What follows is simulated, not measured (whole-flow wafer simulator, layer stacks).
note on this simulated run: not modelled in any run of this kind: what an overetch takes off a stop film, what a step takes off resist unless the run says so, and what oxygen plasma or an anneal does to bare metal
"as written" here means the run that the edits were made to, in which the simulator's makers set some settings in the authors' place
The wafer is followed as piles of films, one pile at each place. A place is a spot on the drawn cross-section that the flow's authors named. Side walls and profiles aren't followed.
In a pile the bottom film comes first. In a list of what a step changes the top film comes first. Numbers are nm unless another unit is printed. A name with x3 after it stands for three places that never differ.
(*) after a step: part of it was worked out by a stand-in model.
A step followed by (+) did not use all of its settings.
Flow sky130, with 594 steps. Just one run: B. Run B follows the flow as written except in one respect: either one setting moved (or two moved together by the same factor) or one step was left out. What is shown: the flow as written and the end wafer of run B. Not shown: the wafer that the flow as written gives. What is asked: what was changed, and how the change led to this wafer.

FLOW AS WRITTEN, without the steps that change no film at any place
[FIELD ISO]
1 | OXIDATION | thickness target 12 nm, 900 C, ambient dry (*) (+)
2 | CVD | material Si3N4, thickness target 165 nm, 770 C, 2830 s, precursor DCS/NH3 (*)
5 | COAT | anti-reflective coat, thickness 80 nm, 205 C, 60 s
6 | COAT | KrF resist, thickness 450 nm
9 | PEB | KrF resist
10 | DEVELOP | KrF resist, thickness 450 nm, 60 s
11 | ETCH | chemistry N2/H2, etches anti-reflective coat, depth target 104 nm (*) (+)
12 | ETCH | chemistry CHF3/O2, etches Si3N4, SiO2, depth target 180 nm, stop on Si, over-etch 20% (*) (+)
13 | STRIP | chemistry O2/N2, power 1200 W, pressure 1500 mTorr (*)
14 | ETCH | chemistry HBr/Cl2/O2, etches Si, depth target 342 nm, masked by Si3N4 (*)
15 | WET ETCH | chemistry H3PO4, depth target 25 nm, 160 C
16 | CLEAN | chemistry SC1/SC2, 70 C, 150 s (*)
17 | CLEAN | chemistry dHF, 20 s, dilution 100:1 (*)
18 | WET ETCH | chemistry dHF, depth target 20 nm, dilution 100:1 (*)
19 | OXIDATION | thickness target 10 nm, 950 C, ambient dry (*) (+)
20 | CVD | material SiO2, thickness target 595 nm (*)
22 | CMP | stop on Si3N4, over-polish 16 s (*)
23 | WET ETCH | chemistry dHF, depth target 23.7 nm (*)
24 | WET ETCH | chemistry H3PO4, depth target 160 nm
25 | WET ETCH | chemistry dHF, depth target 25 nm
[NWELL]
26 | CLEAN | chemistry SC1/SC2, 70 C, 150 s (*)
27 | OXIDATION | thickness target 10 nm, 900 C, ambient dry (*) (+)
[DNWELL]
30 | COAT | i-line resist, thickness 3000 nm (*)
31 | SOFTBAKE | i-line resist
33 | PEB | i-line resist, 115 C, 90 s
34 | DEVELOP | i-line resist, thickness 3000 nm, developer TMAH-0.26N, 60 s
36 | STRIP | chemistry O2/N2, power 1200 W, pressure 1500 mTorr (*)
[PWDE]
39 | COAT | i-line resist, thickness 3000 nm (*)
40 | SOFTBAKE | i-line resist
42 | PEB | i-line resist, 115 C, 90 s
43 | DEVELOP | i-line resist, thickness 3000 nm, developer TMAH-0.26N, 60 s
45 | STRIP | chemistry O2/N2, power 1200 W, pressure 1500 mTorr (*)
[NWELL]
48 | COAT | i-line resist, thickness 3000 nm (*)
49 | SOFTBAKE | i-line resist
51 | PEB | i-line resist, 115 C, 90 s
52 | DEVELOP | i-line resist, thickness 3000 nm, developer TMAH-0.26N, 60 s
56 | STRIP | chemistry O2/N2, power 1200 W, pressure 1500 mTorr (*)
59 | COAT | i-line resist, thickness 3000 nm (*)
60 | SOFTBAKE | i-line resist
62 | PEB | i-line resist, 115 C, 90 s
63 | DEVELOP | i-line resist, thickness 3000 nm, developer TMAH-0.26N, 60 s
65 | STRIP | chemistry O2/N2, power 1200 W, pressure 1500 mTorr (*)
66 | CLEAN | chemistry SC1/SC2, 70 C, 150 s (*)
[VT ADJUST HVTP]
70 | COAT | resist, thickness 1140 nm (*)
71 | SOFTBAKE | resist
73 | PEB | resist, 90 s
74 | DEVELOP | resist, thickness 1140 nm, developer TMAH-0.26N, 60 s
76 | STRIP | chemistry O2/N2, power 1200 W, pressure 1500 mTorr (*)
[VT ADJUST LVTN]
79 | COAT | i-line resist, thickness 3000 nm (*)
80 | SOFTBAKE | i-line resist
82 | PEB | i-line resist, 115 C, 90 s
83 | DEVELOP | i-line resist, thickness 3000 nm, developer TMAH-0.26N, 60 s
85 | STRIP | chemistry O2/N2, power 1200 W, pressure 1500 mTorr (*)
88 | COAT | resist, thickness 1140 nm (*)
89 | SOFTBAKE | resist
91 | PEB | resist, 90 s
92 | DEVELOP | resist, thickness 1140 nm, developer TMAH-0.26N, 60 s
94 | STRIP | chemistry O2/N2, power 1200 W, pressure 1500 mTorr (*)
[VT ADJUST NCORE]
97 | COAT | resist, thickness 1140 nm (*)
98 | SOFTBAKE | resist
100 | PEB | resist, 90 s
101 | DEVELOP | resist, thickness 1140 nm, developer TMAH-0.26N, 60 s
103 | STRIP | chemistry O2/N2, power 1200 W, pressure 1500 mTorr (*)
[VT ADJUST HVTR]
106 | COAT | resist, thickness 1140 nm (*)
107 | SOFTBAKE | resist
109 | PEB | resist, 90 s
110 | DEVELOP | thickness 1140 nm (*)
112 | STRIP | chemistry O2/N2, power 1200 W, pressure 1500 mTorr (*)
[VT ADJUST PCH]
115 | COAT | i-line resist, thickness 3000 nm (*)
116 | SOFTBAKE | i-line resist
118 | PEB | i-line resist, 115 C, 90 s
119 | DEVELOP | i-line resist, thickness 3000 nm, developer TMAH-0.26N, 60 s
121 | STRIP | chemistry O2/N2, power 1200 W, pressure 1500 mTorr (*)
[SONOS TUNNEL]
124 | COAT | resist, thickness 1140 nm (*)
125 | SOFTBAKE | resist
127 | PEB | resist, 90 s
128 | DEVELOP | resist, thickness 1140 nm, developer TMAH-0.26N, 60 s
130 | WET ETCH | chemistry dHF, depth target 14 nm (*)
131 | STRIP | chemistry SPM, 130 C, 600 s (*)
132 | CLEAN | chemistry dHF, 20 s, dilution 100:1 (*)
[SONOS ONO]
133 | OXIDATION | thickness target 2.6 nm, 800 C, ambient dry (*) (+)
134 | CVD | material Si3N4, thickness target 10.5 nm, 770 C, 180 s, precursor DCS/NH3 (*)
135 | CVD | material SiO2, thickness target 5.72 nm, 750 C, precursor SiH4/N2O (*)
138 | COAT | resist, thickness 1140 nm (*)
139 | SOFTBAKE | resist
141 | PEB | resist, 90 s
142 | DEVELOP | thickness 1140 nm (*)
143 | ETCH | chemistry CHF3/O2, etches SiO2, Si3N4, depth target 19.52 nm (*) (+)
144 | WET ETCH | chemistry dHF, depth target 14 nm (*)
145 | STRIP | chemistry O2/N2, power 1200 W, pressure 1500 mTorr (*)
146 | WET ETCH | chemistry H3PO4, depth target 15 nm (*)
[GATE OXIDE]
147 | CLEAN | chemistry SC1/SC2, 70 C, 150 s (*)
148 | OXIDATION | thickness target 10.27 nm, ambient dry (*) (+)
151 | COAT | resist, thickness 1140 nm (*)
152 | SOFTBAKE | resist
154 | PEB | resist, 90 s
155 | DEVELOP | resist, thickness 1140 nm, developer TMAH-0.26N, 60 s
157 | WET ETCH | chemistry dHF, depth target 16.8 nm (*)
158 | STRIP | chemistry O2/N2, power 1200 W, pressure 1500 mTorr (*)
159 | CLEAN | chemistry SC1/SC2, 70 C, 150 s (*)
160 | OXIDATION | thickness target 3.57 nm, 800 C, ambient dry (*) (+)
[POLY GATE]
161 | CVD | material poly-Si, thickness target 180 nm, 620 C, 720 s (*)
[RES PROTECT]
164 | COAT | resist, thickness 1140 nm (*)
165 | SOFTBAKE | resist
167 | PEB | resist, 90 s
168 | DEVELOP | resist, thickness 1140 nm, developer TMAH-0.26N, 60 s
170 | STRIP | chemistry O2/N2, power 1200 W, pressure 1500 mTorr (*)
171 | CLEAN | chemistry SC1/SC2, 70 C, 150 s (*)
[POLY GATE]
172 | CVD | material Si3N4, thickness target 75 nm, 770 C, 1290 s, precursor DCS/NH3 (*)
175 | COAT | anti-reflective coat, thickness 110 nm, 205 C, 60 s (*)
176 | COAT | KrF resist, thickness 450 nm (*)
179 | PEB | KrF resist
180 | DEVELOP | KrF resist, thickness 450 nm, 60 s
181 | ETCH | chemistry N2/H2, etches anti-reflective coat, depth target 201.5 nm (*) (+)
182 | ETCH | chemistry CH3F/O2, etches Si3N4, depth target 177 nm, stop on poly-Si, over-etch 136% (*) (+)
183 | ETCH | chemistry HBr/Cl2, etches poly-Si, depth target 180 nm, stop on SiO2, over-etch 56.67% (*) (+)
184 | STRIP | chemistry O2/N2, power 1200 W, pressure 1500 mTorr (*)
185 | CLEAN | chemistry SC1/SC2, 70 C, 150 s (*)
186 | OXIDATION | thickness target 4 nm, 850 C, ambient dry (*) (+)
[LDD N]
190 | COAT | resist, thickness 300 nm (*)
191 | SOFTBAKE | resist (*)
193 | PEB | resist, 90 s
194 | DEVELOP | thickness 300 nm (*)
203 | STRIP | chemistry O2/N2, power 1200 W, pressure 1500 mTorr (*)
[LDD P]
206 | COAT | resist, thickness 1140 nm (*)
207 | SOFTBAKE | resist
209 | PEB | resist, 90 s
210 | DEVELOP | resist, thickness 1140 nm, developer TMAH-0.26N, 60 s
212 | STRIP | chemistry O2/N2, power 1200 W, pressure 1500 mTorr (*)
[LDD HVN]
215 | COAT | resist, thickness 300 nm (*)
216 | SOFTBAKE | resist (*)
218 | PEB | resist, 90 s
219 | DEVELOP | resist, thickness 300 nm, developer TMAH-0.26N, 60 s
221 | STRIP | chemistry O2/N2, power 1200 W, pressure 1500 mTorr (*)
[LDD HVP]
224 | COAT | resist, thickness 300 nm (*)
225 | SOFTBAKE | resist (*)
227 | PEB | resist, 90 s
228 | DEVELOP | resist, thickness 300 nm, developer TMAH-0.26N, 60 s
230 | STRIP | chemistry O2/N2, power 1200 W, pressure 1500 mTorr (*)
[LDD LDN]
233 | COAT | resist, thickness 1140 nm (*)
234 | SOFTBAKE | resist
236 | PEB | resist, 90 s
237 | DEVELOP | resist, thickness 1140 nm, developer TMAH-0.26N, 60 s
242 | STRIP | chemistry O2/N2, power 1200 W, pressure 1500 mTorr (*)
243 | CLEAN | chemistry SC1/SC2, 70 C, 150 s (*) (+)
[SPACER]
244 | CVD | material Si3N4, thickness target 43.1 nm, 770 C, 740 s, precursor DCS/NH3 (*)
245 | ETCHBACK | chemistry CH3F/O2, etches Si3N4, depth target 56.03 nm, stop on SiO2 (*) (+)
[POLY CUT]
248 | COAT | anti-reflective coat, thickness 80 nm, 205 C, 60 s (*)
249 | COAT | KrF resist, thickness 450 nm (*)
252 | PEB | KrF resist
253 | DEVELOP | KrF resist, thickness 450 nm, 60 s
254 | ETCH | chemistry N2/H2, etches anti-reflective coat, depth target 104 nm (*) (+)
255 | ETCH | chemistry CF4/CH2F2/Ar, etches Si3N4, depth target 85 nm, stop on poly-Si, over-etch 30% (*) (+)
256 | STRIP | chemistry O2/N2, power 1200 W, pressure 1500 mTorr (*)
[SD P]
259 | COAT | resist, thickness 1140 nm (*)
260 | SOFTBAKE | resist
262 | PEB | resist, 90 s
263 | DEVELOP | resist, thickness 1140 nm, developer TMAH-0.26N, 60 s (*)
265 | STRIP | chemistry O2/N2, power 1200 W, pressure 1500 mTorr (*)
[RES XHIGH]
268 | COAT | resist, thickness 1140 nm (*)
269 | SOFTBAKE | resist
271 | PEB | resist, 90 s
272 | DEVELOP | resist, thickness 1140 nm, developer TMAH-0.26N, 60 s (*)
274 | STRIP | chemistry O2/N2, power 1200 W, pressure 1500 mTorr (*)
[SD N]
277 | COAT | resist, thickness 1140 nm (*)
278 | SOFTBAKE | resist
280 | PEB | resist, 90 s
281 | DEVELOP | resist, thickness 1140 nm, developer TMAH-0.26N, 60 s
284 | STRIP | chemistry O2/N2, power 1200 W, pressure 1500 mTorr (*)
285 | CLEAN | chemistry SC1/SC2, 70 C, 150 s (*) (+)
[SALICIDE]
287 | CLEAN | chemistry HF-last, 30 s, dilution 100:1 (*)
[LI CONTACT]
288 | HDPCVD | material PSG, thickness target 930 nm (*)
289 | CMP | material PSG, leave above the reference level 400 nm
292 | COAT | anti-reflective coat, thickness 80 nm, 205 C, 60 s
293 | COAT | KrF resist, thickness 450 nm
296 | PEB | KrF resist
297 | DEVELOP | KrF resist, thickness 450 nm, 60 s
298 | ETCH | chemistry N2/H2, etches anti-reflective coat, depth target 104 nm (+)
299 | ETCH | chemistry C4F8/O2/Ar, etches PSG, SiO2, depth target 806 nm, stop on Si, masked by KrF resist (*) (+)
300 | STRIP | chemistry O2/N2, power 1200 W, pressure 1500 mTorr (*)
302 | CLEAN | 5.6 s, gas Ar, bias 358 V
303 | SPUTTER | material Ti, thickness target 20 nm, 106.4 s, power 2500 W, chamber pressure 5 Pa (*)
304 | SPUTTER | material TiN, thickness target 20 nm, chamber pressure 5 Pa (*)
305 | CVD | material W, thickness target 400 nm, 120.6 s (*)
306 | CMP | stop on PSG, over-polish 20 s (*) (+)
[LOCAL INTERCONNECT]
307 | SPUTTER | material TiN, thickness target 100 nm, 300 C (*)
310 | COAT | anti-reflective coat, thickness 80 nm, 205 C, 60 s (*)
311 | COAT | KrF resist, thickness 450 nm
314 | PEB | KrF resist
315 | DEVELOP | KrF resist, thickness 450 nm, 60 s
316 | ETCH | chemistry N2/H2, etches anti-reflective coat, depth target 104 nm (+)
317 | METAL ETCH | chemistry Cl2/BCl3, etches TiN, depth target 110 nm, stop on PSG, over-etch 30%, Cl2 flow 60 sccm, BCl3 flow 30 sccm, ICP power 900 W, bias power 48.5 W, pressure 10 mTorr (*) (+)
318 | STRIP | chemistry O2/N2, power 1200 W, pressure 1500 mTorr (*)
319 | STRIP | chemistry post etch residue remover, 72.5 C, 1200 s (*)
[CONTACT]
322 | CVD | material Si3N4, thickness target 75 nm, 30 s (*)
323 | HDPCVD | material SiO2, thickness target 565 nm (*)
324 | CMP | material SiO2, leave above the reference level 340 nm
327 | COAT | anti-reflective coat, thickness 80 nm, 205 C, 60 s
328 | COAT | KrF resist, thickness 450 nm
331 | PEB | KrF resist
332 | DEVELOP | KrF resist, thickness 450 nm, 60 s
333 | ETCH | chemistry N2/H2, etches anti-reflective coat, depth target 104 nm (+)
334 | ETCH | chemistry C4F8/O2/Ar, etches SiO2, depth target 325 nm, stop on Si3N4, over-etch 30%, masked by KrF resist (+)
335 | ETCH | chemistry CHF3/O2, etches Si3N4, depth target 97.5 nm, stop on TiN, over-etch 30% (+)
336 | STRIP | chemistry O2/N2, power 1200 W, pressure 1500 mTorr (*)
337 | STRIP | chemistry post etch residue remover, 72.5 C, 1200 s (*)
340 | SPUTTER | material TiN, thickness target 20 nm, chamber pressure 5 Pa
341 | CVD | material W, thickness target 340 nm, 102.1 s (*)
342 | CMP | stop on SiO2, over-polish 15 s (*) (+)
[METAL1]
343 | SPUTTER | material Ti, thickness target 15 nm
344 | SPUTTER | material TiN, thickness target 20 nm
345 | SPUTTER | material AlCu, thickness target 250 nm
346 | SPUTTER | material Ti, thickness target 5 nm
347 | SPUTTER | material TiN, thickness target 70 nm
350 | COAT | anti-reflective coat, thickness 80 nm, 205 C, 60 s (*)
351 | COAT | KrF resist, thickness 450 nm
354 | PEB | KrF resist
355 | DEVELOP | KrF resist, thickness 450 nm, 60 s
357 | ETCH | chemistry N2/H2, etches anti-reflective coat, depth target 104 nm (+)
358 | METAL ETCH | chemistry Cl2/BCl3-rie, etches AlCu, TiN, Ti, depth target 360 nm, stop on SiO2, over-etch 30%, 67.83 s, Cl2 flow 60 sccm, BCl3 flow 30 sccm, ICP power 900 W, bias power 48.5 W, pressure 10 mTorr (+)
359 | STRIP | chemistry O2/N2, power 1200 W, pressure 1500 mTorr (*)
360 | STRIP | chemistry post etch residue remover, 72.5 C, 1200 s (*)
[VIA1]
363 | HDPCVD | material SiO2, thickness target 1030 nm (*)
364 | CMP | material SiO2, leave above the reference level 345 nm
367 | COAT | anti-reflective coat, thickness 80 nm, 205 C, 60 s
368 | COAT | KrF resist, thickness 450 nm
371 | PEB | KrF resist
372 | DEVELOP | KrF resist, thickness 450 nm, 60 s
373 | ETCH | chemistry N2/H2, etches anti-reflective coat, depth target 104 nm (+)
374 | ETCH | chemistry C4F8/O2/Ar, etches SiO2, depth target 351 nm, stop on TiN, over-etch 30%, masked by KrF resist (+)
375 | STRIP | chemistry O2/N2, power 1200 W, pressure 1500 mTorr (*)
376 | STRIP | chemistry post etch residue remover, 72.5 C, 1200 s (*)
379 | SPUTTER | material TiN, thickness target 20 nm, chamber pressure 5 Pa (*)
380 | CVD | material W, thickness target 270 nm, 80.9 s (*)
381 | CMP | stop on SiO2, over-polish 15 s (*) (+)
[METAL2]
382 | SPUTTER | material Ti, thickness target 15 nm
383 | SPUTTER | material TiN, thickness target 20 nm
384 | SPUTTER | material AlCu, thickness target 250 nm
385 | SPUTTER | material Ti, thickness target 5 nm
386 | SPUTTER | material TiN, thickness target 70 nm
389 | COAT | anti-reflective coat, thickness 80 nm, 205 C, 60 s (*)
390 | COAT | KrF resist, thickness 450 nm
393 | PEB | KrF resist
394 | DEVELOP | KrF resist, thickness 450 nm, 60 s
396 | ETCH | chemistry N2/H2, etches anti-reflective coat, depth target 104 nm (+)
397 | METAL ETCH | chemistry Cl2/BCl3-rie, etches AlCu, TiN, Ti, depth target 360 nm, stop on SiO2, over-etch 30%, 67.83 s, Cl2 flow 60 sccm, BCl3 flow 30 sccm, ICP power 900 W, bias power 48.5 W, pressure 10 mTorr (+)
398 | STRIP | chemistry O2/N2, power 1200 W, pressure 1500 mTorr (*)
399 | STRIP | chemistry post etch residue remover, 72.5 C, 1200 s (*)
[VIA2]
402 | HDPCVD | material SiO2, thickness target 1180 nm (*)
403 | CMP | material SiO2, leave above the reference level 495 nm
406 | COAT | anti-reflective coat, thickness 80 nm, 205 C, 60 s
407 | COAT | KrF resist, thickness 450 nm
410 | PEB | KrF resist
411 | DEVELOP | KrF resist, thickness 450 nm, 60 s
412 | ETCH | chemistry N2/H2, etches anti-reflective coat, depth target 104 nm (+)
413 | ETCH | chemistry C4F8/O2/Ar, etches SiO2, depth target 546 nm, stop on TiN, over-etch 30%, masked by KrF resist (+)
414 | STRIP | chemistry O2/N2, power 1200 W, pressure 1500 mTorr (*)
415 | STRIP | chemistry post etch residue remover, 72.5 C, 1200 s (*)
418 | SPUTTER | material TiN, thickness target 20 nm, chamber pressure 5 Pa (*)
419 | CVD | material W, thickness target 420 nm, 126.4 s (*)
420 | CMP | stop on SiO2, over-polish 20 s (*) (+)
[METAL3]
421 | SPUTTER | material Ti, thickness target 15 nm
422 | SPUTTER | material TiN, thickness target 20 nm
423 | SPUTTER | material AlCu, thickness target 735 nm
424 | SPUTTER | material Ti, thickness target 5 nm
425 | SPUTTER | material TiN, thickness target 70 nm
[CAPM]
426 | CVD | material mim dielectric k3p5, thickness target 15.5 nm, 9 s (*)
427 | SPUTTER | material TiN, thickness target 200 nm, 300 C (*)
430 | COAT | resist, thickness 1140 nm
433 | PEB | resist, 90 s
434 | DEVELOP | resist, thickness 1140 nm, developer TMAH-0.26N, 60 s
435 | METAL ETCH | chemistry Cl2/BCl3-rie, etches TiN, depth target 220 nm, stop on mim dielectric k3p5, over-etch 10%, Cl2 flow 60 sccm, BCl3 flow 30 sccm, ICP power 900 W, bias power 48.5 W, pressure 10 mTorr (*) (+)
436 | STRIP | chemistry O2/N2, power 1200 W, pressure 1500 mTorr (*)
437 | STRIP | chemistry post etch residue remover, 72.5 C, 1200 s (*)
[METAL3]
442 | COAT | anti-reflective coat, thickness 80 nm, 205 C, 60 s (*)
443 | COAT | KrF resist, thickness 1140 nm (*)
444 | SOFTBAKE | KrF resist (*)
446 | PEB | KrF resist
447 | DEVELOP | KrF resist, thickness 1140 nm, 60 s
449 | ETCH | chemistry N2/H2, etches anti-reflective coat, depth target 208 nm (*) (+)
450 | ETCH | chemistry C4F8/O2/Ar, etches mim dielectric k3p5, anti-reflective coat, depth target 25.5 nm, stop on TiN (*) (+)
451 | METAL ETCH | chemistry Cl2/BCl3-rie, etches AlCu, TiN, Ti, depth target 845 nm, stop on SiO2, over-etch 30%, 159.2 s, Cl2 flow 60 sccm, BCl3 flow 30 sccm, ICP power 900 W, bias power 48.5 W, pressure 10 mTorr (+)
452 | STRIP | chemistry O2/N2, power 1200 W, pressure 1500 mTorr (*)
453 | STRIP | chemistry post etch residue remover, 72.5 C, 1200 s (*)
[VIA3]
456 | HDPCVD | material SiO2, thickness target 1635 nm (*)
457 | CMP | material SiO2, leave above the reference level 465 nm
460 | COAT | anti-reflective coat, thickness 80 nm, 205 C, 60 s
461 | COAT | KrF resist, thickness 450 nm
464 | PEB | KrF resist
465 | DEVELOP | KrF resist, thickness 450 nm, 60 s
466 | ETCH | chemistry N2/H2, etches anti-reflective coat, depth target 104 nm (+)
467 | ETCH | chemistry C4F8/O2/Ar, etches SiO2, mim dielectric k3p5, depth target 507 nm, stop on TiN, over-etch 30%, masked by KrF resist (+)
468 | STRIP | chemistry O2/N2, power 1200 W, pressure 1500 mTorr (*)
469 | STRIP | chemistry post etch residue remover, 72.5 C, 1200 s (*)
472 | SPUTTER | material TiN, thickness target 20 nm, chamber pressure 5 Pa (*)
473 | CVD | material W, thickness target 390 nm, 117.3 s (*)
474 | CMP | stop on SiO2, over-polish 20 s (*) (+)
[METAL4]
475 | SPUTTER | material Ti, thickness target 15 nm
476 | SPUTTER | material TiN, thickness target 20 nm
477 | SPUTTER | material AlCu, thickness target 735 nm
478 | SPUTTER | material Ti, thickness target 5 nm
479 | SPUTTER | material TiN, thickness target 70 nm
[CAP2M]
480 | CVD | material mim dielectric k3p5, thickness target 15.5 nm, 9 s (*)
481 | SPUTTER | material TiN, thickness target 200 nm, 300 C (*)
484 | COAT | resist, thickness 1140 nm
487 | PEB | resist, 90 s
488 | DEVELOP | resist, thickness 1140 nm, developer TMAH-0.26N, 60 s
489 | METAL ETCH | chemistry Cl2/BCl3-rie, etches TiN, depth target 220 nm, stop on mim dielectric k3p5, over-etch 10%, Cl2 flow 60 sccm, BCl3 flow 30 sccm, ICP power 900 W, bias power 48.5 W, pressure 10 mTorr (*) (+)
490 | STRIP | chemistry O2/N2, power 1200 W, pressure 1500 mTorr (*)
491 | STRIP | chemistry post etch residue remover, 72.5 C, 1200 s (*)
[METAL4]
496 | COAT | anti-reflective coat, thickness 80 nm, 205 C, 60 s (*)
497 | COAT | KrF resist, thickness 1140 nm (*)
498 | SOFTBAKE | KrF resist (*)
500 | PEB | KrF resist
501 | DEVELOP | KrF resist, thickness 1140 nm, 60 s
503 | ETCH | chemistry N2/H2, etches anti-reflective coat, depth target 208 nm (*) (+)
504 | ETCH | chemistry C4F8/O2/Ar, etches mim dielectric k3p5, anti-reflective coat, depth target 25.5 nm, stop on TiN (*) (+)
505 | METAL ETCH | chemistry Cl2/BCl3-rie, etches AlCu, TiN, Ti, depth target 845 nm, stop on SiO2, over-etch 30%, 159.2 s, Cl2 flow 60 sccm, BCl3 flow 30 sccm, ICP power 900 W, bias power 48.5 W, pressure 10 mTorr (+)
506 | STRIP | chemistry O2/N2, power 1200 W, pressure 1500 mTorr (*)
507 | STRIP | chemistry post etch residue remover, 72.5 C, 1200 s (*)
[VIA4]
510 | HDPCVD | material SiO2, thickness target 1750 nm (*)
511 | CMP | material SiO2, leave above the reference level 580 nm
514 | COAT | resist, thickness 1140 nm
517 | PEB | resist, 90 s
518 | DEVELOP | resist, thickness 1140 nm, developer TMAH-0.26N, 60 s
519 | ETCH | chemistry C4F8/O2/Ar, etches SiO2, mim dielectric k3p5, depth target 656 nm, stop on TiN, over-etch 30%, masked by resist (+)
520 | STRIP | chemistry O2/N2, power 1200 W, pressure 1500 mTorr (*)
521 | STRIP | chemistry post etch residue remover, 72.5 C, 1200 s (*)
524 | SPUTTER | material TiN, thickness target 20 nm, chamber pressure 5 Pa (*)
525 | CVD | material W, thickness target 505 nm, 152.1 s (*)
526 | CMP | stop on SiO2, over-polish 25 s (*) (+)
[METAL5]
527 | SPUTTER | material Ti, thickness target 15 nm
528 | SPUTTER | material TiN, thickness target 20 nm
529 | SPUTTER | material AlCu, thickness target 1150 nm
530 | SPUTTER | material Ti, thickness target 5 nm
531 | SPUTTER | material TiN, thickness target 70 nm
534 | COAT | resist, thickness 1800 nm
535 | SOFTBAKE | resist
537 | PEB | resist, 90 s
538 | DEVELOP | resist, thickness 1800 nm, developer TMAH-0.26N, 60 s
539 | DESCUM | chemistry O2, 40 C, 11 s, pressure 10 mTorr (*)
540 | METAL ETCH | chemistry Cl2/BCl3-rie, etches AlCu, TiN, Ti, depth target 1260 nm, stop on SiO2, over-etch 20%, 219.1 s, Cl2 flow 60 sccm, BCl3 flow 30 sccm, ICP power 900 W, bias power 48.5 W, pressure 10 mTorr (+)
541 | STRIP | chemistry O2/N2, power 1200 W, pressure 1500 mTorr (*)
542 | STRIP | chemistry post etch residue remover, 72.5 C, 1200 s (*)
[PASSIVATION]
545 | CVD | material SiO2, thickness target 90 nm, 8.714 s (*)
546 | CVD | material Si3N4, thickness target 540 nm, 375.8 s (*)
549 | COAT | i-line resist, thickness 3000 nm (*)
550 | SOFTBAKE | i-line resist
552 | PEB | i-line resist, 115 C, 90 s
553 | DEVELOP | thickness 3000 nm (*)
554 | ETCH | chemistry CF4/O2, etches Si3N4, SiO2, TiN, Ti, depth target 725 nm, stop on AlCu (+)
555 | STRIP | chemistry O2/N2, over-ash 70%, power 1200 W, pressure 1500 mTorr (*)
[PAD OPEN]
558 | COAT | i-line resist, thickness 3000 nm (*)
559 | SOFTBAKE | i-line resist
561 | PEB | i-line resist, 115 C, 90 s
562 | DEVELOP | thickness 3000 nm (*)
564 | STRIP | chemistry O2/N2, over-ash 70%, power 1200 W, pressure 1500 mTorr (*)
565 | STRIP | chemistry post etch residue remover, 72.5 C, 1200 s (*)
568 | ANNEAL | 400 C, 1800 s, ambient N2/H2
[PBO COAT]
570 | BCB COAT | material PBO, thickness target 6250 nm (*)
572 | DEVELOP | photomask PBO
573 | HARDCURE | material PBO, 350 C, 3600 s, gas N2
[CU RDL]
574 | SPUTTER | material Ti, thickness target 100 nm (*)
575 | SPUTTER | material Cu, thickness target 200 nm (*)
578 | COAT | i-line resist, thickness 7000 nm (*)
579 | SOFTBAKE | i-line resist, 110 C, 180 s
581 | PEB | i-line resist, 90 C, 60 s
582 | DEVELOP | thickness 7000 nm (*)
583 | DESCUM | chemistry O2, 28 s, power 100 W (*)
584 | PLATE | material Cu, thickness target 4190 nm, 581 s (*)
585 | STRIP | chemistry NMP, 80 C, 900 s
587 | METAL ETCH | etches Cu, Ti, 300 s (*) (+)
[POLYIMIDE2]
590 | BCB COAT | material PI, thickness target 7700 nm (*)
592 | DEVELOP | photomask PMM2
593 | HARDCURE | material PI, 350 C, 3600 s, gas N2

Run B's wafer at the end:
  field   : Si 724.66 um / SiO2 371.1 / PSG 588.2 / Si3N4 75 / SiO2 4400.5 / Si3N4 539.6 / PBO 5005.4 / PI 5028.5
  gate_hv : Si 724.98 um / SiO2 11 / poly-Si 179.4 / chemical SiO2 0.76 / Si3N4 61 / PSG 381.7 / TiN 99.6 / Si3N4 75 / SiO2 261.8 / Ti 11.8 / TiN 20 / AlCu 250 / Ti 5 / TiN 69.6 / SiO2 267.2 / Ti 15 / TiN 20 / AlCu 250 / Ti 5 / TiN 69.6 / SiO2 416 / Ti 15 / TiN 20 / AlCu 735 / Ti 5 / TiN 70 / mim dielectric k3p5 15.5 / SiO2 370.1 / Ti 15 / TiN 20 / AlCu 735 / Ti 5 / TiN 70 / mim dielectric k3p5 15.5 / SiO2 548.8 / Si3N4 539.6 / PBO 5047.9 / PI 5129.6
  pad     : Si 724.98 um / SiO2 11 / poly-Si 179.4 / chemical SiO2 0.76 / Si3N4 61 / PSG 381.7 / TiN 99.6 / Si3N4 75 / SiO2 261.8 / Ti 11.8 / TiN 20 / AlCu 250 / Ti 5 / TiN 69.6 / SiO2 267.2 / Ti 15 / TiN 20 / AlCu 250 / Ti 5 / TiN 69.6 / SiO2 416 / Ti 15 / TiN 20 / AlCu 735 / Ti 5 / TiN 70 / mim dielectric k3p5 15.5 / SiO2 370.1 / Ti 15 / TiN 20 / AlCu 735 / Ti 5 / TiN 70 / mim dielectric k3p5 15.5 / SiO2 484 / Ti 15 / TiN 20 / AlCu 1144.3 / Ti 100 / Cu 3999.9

Cause: step 343, SPUTTER: thickness target 11.8 nm was run, whereas the flow has thickness target 15 nm.
The wafer itself shows it: gate_hv has Ti 11.8, and step 343 as written asks for 15 nm.

Step by step, how the change led to this:
  343 | SPUTTER | material Ti, thickness target 15 nm
      field, active, n_well and 188 more: Ti gains 11.8 (new film) (in the flow as written it would be: Ti gains 15 (new film))
  358 | METAL ETCH | chemistry Cl2/BCl3-rie, etches AlCu, TiN, Ti, depth target 360 nm, stop on SiO2, over-etch 30%, 67.83 s, Cl2 flow 60 sccm, BCl3 flow 30 sccm, ICP power 900 W, bias power 48.5 W, pressure 10 mTorr (+)
      field, active, gate and 81 more: TiN loses 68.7 (all of it), Ti loses 5 (all of it), AlCu loses 250 (all of it), TiN loses 20 (all of it), Ti loses 11.8 (all of it), SiO2 loses 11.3 (in the flow as written it would be: TiN loses 68.7 (all of it), Ti loses 5 (all of it), AlCu loses 250 (all of it), TiN loses 20 (all of it), Ti loses 15 (all of it), SiO2 loses 10.9)
